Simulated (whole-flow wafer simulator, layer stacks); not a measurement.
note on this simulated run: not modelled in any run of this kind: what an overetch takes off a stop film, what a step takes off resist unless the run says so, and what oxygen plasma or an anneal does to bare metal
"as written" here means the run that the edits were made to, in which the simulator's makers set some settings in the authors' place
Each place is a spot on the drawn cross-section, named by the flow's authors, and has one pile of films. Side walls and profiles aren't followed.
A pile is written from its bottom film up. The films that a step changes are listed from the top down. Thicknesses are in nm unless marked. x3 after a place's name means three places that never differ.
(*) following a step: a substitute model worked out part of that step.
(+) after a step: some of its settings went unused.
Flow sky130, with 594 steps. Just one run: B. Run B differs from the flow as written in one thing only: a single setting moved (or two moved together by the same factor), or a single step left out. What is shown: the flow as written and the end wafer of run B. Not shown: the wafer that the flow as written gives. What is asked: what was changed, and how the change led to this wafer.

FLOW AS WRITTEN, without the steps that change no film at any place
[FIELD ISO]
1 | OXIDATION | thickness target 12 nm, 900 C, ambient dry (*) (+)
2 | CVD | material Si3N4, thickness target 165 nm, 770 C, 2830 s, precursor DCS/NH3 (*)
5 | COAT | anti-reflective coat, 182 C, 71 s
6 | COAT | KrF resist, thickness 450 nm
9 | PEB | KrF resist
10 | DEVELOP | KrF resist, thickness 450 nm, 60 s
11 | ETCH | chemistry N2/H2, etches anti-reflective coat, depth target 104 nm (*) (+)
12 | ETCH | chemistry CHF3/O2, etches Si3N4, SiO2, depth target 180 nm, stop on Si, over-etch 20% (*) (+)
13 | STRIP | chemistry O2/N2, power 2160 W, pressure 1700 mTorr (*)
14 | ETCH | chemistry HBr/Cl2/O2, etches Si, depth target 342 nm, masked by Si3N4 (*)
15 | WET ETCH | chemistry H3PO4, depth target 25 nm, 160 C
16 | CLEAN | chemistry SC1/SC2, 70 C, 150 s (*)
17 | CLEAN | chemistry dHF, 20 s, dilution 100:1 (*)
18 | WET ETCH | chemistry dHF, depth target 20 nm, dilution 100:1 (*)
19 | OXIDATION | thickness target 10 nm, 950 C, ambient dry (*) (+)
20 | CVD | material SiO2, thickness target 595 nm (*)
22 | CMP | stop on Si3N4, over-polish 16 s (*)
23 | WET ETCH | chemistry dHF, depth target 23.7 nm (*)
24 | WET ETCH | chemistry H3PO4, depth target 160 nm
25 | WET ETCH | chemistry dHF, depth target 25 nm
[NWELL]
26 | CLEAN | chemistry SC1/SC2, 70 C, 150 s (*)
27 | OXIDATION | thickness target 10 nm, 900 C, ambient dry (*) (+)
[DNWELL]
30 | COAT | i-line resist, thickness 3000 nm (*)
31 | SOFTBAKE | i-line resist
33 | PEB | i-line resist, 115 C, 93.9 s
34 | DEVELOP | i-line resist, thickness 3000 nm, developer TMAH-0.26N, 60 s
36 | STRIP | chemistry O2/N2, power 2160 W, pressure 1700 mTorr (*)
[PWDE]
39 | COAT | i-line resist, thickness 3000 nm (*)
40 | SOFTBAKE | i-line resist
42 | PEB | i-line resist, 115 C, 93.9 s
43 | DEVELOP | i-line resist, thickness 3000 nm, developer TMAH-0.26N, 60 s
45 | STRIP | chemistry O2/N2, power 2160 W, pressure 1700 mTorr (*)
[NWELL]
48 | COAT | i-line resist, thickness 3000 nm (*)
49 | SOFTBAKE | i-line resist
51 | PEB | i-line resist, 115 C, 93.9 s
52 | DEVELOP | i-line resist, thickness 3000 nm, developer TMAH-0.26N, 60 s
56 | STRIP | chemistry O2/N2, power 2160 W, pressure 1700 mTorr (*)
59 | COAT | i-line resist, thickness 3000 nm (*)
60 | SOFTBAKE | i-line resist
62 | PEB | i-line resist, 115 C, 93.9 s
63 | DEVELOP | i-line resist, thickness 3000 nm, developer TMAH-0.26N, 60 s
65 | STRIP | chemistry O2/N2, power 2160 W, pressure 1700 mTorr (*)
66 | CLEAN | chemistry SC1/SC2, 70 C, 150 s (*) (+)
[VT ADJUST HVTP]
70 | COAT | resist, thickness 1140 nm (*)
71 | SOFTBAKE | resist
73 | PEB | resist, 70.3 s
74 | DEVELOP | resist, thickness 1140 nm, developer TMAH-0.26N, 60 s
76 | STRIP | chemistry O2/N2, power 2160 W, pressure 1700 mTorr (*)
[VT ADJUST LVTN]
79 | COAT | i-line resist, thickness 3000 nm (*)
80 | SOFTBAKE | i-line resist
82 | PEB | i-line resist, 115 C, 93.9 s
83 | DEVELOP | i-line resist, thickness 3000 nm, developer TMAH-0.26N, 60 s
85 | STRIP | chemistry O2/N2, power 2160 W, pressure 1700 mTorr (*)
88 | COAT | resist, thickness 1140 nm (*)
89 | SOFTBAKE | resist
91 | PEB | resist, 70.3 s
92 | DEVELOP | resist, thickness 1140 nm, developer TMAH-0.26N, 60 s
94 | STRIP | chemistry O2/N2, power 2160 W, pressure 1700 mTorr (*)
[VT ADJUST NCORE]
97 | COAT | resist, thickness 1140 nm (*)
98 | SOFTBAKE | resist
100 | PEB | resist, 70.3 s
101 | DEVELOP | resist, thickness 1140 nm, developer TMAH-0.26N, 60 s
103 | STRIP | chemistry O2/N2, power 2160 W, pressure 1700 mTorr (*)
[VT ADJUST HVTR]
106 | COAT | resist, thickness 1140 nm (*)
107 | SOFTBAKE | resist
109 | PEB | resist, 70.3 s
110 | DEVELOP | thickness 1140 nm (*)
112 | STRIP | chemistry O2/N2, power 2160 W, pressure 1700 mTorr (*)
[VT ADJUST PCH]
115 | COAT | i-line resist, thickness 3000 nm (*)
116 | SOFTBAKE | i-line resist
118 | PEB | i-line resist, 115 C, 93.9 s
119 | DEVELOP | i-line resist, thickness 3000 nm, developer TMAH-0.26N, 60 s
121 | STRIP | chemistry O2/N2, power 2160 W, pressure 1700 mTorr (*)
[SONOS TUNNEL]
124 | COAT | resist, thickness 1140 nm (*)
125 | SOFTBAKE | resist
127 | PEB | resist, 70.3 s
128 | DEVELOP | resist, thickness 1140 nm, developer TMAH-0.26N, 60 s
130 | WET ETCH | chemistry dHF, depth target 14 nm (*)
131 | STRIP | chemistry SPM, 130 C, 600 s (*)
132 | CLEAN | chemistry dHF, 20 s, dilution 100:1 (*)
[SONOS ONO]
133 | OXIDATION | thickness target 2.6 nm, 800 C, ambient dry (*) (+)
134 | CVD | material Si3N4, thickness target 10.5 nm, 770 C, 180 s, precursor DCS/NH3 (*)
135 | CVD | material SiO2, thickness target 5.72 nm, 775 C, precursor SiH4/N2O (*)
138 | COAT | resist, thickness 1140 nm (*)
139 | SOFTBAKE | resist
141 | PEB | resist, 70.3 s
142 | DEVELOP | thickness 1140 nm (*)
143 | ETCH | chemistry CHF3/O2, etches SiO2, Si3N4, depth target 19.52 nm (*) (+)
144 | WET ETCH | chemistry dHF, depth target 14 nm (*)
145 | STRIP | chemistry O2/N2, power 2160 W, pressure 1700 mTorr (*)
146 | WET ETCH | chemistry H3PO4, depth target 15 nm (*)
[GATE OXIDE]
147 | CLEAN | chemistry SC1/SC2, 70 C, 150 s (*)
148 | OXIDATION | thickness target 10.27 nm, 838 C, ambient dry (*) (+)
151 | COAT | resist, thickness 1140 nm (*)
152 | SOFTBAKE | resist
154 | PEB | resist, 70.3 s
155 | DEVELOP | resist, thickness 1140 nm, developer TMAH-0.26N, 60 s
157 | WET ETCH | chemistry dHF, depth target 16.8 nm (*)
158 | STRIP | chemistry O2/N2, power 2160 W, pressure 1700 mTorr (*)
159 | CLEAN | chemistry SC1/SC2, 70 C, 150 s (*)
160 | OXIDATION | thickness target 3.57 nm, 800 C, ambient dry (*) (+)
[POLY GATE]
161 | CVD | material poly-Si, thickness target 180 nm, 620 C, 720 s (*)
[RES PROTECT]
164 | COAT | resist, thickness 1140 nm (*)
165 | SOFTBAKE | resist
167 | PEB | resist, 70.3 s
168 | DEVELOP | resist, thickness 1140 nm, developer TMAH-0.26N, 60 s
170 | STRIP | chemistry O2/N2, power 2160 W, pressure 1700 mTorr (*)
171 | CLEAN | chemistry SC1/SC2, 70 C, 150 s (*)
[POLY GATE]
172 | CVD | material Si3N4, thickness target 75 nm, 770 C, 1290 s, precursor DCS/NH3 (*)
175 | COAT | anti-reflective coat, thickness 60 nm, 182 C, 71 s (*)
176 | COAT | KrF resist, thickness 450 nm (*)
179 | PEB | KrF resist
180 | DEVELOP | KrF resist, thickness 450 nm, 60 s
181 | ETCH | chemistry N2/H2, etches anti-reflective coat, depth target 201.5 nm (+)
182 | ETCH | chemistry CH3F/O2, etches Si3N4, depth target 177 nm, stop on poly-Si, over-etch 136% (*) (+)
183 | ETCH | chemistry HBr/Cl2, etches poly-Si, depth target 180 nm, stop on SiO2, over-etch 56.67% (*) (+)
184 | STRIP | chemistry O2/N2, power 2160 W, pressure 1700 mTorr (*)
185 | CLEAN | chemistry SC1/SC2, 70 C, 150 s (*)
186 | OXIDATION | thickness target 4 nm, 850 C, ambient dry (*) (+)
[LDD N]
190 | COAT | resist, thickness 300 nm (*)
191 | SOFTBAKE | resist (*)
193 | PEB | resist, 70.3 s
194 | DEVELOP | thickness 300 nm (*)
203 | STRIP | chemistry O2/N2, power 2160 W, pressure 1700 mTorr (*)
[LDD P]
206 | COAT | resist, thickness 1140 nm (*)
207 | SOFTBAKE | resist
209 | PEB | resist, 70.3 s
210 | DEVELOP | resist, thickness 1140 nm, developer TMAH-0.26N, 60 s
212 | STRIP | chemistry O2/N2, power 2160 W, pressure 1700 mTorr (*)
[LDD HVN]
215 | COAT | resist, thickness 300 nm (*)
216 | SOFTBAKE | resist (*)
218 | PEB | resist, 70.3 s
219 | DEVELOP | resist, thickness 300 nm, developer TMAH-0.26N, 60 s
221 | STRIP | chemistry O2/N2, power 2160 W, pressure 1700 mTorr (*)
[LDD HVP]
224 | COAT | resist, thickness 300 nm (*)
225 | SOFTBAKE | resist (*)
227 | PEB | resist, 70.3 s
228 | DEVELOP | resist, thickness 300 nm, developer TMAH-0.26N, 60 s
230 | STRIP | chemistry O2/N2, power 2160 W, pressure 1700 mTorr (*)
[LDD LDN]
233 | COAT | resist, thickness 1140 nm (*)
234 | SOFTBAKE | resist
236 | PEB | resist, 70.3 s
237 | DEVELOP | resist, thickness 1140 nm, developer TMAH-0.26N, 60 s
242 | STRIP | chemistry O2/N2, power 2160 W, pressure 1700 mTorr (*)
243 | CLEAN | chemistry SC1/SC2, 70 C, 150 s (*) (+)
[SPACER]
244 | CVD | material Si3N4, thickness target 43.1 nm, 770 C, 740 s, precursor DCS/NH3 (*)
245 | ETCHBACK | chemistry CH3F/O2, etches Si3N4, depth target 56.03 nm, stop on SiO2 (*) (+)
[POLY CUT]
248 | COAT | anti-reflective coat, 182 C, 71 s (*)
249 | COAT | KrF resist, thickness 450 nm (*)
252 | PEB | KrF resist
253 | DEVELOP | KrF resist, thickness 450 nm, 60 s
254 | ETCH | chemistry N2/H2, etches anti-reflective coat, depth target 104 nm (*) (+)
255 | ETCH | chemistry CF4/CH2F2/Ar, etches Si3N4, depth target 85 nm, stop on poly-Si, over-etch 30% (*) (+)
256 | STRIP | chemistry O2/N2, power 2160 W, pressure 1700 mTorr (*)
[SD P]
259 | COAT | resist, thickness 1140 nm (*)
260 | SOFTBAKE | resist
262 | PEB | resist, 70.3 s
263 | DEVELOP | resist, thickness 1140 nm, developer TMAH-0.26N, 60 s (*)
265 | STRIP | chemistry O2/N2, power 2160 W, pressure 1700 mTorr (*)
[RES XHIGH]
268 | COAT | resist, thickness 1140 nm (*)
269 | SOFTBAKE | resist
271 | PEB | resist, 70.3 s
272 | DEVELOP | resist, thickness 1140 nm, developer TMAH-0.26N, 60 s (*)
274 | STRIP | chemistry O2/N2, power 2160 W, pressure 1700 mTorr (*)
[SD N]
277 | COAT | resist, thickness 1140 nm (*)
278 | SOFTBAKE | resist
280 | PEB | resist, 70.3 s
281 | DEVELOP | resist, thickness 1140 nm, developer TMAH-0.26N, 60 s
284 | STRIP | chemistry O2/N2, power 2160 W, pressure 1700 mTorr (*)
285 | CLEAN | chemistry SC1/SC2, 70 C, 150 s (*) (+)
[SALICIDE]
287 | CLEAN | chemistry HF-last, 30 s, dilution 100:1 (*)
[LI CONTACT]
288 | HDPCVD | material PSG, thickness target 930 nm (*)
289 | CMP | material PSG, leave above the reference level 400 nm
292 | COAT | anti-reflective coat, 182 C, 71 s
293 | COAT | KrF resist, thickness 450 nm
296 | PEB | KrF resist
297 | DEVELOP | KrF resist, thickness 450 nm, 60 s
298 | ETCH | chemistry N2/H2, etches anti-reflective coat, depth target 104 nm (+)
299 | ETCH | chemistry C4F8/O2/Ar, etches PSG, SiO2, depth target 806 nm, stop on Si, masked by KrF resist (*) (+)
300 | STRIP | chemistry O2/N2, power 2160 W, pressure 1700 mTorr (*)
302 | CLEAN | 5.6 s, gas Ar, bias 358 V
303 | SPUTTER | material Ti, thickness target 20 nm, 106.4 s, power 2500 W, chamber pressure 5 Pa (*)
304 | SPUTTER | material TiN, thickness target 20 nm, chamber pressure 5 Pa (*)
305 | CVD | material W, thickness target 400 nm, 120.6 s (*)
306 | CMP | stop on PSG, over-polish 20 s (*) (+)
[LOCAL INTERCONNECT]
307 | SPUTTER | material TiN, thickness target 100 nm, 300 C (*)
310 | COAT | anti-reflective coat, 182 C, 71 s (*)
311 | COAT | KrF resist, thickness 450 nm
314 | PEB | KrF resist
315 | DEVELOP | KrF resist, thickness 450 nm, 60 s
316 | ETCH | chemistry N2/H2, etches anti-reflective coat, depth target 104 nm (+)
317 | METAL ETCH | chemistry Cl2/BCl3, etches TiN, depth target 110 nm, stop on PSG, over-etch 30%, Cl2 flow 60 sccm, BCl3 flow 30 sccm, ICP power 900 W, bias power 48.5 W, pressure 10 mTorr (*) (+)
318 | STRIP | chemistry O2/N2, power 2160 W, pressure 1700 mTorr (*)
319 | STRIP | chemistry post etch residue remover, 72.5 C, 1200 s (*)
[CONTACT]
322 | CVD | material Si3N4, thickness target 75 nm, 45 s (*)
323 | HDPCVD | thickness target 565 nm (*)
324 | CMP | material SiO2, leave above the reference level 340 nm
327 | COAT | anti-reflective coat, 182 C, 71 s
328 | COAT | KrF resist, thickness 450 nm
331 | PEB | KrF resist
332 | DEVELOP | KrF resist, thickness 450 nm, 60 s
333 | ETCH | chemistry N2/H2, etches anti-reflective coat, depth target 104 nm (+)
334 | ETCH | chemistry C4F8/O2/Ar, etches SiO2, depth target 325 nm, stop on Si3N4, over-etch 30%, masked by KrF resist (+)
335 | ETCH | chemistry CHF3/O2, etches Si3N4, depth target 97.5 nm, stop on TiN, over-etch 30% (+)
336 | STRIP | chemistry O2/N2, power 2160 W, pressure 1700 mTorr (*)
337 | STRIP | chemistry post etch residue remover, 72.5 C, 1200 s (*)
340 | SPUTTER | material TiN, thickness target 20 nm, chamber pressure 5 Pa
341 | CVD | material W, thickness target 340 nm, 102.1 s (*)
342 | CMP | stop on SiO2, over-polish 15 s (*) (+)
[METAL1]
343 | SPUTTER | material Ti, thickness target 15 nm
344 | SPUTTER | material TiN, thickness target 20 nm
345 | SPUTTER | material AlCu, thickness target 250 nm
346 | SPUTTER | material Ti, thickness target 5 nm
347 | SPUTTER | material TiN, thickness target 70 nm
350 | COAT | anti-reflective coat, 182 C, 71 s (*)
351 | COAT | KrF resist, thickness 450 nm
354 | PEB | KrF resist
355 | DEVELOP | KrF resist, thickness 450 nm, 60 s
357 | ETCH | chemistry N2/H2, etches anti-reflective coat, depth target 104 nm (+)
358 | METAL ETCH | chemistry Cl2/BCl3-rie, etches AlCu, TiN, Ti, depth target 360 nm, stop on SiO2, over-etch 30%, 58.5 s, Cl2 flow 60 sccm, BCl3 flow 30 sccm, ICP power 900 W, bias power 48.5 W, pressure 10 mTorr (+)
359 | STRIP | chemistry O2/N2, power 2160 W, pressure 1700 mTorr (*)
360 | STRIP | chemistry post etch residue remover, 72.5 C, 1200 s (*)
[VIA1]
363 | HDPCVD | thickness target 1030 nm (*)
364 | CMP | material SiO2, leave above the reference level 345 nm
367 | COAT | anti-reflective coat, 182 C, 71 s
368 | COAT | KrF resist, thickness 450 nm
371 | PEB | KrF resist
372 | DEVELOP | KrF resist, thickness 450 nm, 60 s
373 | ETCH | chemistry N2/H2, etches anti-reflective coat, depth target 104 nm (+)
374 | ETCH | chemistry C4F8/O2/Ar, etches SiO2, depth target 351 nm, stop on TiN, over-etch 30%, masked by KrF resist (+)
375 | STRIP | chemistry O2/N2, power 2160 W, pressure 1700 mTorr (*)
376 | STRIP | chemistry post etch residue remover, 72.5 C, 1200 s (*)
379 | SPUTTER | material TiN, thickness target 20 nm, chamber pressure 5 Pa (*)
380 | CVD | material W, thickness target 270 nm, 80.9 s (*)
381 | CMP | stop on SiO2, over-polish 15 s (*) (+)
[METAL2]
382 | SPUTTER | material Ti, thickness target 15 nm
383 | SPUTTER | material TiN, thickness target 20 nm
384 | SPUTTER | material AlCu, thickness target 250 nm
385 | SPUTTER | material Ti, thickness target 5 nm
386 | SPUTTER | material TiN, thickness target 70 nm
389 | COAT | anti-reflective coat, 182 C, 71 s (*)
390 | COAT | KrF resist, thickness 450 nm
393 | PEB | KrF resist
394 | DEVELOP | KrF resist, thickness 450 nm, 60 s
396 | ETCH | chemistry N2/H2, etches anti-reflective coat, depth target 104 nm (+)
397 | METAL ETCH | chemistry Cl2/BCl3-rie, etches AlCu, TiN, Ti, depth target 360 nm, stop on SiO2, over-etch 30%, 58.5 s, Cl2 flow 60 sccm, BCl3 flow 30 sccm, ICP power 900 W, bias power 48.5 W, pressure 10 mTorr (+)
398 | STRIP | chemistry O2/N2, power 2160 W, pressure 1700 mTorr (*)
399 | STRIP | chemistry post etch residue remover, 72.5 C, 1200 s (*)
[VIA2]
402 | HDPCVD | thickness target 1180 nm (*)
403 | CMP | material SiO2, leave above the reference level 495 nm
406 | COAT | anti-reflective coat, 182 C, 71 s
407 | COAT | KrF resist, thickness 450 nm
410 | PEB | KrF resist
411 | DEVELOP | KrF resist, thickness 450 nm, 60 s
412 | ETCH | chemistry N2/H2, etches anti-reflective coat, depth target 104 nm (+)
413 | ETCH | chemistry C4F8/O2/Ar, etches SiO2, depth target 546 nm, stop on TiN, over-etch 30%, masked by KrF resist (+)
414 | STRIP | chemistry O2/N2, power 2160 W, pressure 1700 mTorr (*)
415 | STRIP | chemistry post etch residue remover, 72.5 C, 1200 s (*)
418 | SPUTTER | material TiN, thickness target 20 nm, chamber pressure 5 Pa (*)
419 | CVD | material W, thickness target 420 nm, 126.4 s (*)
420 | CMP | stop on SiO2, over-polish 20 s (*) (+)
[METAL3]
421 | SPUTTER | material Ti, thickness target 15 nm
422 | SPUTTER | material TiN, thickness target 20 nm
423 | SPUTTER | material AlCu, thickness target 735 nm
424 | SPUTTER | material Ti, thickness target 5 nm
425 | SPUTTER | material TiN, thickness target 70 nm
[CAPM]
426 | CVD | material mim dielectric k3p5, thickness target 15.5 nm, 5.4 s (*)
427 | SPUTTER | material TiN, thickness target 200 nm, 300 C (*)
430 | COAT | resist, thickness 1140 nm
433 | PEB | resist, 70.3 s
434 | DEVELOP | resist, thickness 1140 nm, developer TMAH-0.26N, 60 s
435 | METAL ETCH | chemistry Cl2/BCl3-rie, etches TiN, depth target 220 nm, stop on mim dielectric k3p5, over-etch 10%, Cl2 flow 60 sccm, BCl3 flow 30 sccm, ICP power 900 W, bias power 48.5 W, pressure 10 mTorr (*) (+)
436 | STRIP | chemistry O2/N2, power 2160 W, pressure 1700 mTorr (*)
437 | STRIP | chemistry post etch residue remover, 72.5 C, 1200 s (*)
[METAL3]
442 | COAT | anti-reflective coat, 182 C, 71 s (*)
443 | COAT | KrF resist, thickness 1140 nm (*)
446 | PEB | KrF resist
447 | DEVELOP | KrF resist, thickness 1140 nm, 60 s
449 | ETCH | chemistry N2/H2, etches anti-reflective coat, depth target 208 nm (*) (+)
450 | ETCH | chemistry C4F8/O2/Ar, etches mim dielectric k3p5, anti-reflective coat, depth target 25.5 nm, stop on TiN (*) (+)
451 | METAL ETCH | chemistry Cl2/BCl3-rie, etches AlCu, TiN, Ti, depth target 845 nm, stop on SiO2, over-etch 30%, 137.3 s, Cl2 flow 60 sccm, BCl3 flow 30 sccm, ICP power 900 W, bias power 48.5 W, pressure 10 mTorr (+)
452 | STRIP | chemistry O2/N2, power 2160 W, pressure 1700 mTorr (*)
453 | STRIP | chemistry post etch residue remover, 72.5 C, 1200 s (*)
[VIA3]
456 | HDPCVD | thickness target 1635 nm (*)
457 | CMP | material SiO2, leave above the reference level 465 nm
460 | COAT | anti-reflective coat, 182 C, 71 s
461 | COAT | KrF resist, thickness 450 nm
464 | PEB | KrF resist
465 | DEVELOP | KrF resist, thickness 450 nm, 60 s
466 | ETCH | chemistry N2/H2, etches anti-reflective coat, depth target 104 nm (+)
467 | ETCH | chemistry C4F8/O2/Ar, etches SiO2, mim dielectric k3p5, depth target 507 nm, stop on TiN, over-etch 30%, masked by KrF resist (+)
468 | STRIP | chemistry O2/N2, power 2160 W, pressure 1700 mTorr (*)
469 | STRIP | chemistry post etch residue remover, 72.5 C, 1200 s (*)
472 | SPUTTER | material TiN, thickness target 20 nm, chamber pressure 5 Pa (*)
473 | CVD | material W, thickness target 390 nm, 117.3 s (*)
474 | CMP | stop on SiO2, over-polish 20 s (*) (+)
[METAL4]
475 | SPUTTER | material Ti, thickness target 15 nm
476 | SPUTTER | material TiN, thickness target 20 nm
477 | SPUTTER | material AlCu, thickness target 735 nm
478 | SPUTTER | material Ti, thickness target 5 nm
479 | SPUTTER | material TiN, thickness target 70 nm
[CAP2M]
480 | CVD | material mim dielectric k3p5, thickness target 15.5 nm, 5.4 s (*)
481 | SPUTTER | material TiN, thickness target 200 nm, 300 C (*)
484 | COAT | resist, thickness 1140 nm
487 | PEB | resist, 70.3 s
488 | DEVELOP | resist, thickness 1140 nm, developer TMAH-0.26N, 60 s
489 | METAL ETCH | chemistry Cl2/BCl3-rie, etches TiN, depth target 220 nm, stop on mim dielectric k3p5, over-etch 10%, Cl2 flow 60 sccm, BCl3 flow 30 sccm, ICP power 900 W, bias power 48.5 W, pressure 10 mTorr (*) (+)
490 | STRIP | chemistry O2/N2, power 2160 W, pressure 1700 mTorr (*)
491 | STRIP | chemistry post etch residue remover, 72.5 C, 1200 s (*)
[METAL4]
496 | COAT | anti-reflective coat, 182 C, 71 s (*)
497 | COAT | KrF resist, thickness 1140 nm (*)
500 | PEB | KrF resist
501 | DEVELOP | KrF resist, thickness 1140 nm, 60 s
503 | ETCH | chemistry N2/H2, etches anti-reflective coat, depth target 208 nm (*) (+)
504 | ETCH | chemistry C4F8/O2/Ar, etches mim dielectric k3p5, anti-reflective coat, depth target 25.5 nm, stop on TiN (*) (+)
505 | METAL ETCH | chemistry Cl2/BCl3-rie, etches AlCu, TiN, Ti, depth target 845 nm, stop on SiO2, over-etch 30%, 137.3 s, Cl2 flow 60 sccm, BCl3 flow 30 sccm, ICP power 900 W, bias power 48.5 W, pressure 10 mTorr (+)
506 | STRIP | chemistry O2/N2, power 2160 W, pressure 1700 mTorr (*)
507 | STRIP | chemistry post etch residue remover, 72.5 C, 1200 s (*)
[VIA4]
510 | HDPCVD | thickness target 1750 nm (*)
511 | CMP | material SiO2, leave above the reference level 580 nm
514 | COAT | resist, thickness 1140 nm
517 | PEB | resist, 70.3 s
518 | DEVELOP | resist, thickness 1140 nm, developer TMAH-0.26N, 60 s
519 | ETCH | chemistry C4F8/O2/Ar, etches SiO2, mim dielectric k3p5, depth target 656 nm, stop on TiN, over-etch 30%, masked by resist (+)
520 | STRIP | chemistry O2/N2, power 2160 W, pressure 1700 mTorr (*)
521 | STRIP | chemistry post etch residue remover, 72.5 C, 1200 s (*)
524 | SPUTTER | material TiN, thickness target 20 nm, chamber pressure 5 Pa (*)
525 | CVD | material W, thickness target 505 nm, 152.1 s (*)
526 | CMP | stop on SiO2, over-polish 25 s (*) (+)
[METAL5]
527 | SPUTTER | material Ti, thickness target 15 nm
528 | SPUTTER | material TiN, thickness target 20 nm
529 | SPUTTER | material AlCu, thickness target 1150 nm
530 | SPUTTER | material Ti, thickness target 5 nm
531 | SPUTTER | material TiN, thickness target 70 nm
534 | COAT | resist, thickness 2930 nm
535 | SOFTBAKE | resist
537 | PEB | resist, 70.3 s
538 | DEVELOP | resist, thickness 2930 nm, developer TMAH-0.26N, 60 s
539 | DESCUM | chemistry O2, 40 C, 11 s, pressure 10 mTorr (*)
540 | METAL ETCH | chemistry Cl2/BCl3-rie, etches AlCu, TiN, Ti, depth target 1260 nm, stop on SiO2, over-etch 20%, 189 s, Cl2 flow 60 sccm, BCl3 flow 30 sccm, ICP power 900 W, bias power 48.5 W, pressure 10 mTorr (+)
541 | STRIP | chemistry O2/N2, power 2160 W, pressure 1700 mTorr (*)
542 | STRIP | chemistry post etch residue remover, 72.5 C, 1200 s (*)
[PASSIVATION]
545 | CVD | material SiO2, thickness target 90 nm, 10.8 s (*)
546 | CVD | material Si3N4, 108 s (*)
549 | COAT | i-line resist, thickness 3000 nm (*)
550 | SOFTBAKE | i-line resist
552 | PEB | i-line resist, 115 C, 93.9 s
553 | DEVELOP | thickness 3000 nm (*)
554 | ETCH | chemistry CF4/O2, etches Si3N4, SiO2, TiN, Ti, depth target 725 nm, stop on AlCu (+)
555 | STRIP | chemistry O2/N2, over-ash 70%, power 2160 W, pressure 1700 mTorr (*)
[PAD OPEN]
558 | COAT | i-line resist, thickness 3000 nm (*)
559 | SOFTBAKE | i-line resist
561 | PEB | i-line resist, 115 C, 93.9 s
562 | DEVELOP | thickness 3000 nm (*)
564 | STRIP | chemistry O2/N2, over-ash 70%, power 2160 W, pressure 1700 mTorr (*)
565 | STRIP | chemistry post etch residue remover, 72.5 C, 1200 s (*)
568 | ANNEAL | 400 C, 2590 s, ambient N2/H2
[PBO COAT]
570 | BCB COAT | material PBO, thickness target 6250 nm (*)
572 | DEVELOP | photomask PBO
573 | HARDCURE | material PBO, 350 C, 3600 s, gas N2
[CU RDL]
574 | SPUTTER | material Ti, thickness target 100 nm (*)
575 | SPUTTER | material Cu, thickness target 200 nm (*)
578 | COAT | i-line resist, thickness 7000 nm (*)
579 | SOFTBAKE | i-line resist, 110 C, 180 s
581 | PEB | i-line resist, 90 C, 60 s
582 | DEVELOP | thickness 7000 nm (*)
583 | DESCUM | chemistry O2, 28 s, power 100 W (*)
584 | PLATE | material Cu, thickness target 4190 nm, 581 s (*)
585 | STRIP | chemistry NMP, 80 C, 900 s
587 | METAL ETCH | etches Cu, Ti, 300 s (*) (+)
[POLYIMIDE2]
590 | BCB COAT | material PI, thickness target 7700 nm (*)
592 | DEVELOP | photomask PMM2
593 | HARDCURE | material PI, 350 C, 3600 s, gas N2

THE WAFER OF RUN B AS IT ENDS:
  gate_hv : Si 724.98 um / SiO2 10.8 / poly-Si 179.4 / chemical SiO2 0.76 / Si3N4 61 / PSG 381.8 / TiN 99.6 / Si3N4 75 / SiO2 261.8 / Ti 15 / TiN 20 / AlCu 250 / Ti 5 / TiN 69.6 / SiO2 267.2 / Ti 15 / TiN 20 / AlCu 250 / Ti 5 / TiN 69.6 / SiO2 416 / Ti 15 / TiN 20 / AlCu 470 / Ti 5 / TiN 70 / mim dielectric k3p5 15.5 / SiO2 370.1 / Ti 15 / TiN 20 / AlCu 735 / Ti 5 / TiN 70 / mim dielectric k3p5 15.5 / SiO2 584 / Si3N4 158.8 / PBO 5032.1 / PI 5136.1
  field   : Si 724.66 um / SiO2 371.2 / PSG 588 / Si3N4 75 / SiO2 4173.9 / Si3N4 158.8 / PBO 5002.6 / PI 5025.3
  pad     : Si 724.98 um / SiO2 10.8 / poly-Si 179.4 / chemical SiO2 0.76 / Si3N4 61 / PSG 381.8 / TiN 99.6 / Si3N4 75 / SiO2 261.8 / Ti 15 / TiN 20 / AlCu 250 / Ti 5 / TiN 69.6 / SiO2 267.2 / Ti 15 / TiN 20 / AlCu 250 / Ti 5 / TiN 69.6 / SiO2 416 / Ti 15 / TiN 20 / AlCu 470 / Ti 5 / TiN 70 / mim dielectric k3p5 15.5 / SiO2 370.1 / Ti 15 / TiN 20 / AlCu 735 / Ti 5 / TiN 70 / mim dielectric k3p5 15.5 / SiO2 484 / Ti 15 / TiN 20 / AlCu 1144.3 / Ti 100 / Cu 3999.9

Cause: step 423, SPUTTER: thickness target 470 nm was run, whereas the flow has thickness target 735 nm.
The wafer lets one read it off: gate_hv has AlCu 470, and step 423 as written asks for 735 nm.

How this came from the change, step by step:
  423 | SPUTTER | material AlCu, thickness target 735 nm
      field, active, n_well and 188 more: AlCu gains 470 (new film) (as written it would have been: AlCu gains 735 (new film))
  451 | METAL ETCH | chemistry Cl2/BCl3-rie, etches AlCu, TiN, Ti, depth target 845 nm, stop on SiO2, over-etch 30%, 137.3 s, Cl2 flow 60 sccm, BCl3 flow 30 sccm, ICP power 900 W, bias power 48.5 W, pressure 10 mTorr (+)
      field, gate, spacer and 68 more: TiN loses 70 (all of it), Ti loses 5 (all of it), AlCu loses 470 (all of it), TiN loses 20 (all of it), Ti loses 15 (all of it), SiO2 loses 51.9 (as written it would have been: TiN loses 70 (all of it), Ti loses 5 (all of it), AlCu loses 735 (all of it), TiN loses 20 (all of it), Ti loses 15 (all of it), SiO2 loses 25.4)
      active, vpp_ln, vpp_iso2 and 11 more: TiN loses 70 (all of it), Ti loses 5 (all of it), AlCu loses 470 (all of it), TiN loses 20 (all of it), Ti loses 15 (all of it), SiO2 loses 51.8 (as written it would have been: TiN loses 70 (all of it), Ti loses 5 (all of it), AlCu loses 735 (all of it), TiN loses 20 (all of it), Ti loses 15 (all of it), SiO2 loses 25.3)
  457 | CMP | material SiO2, leave above the reference level 465 nm
      field, active, gate and 80 more: SiO2 loses 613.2 (as written it would have been: SiO2 loses 374.7)
      poly_licon, rpo_hd_licon: SiO2 loses 613.1 (as written it would have been: SiO2 loses 374.7)
